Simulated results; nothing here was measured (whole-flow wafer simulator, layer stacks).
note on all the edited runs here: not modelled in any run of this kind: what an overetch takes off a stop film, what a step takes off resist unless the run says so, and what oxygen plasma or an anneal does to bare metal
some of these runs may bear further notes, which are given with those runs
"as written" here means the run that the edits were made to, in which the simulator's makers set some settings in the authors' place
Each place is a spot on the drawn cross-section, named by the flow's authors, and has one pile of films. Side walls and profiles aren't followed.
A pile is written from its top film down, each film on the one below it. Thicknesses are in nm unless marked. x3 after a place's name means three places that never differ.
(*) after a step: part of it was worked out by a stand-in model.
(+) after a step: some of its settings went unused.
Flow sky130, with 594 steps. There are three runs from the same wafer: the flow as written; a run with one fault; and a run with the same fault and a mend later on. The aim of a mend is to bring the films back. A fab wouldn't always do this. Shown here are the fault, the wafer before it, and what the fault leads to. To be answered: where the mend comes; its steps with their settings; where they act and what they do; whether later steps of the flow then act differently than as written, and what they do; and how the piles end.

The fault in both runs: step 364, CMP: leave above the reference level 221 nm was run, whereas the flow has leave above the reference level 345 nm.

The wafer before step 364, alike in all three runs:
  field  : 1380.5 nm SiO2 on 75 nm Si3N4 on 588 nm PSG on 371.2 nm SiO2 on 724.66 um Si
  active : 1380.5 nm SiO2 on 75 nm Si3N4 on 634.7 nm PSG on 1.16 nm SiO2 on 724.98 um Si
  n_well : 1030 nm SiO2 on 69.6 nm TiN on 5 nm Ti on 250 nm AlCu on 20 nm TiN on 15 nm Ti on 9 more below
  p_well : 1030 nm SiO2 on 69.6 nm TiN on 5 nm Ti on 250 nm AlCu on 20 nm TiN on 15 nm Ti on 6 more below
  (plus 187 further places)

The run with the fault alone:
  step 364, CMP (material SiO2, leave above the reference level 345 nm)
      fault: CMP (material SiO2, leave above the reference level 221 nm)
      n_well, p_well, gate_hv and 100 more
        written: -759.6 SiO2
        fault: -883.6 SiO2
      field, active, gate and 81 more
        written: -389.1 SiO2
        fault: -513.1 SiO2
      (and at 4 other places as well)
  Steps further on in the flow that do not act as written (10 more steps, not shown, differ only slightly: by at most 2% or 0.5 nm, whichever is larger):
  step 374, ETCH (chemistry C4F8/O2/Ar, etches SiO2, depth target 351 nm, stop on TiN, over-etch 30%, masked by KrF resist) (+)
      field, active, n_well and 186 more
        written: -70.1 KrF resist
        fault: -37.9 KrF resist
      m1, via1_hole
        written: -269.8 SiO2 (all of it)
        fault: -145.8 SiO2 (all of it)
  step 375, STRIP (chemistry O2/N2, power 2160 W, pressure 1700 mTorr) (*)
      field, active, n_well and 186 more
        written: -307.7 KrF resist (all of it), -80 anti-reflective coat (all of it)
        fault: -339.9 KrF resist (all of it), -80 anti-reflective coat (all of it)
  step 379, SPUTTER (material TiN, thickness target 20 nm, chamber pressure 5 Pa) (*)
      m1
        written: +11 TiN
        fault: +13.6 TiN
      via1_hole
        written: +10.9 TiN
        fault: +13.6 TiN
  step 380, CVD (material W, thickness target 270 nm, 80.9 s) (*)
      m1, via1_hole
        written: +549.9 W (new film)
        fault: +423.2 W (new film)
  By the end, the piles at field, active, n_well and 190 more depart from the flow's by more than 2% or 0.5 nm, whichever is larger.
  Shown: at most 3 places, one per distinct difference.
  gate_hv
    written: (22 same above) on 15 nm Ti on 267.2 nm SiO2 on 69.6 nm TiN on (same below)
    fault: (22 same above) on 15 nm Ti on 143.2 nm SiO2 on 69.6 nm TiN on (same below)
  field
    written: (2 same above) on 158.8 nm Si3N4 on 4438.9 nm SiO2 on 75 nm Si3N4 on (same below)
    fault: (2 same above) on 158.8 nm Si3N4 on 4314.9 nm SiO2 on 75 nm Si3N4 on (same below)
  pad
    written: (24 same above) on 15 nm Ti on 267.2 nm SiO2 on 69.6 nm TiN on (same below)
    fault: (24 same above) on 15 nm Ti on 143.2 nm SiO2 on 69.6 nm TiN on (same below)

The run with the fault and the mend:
  The mend follows step 364.
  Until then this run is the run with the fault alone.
  step 364a, HDPCVD (thickness target 124 nm) (*) (the flow's step 363 again, with other settings)
      field, active, n_well and 188 more
        +124 SiO2
  None of the later steps of the flow differs from how it acts as written, at any place that is followed, by more than 2% or 0.5 nm, whichever is larger.
  By the end, the piles equal the flow's at every place that both follow.
